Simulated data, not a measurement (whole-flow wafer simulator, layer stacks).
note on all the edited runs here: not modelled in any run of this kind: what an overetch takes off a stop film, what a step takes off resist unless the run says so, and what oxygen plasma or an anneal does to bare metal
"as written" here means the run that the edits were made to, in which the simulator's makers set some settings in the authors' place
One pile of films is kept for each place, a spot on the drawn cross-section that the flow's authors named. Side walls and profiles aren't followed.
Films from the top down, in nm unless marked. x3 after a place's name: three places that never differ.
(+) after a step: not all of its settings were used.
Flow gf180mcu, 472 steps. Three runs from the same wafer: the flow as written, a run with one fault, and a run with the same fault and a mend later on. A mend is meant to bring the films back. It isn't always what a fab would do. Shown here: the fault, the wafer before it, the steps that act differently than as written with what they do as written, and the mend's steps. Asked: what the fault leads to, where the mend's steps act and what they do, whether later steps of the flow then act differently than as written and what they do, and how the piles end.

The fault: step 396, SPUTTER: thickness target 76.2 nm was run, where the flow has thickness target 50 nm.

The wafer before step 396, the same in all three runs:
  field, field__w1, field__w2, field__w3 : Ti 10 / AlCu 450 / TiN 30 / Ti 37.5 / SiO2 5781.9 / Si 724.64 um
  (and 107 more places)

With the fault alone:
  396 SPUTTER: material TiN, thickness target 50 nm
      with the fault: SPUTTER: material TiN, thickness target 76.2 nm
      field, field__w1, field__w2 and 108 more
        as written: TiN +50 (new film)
        with the fault: TiN +76.2 (new film)
  Later steps of the flow that act differently than as written (1 more step differs only slightly, by at most 2% or 0.5 nm, whichever is larger, and isn't shown):
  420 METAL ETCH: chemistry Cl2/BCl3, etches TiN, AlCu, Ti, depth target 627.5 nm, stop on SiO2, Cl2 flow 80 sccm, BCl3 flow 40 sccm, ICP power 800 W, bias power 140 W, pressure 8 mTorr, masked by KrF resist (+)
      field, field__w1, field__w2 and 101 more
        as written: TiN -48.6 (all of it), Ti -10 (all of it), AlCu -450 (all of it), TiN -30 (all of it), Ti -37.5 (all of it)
        with the fault: TiN -74.8 (all of it), Ti -10 (all of it), AlCu -450 (all of it), TiN -30 (all of it), Ti -37.5 (all of it)
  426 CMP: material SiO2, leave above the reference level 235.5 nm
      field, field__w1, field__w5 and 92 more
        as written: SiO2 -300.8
        with the fault: SiO2 -274.6
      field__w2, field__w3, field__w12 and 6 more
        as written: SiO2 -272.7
        with the fault: SiO2 -245.3
  At the end the piles differ from the flow's by more than 2% or 0.5 nm, whichever is larger, at field__w4, field__w8, contact, m1, m1__w1, mim, mim_1p0, m1_nw.
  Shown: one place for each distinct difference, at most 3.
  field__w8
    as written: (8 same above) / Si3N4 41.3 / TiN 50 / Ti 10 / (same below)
    with the fault: (8 same above) / Si3N4 41.3 / TiN 76.2 / Ti 10 / (same below)
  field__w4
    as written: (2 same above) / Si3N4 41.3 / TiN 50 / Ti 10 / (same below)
    with the fault: (2 same above) / Si3N4 41.3 / TiN 76.2 / Ti 10 / (same below)
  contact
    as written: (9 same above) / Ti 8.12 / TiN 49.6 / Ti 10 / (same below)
    with the fault: (9 same above) / Ti 8.12 / TiN 75.8 / Ti 10 / (same below)

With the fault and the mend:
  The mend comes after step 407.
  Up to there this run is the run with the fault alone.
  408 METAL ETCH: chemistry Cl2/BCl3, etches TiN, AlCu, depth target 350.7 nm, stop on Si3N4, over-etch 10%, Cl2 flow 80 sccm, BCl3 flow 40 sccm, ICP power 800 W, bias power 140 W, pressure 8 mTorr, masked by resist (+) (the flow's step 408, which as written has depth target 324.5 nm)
      field, field__w1, field__w2 and 107 more
        TiN -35 (all of it), AlCu -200 (all of it), TiN -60 (all of it)
      mim
        resist -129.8
  Later steps of the flow that act differently than as written (1 more step differs only slightly, by at most 2% or 0.5 nm, whichever is larger, and isn't shown):
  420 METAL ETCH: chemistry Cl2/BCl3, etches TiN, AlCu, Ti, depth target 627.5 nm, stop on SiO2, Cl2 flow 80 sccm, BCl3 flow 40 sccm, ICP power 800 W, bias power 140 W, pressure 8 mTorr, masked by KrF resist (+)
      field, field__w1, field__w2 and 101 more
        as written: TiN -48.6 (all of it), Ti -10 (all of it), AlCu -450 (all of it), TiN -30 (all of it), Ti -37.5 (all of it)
        with the mend: TiN -74.8 (all of it), Ti -10 (all of it), AlCu -450 (all of it), TiN -30 (all of it), Ti -37.5 (all of it)
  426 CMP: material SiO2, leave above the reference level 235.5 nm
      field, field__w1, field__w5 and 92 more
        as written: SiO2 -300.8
        with the mend: SiO2 -274.6
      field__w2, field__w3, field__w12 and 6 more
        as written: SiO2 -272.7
        with the mend: SiO2 -245.3
  At the end the piles differ from the flow's by more than 2% or 0.5 nm, whichever is larger, at field__w4, field__w8, contact, m1, m1__w1, mim, mim_1p0, m1_nw.
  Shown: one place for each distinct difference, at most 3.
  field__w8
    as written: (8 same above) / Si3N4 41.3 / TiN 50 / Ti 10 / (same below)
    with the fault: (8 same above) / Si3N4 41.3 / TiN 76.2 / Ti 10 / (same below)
    with the mend: (8 same above) / Si3N4 41.3 / TiN 76.2 / Ti 10 / (same below)
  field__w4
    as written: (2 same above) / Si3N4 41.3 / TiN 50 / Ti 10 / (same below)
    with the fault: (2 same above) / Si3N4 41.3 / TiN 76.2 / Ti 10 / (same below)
    with the mend: (2 same above) / Si3N4 41.3 / TiN 76.2 / Ti 10 / (same below)
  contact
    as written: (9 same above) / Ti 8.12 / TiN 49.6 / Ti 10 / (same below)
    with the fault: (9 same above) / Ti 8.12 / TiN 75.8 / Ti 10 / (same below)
    with the mend: (9 same above) / Ti 8.12 / TiN 75.8 / Ti 10 / (same below)
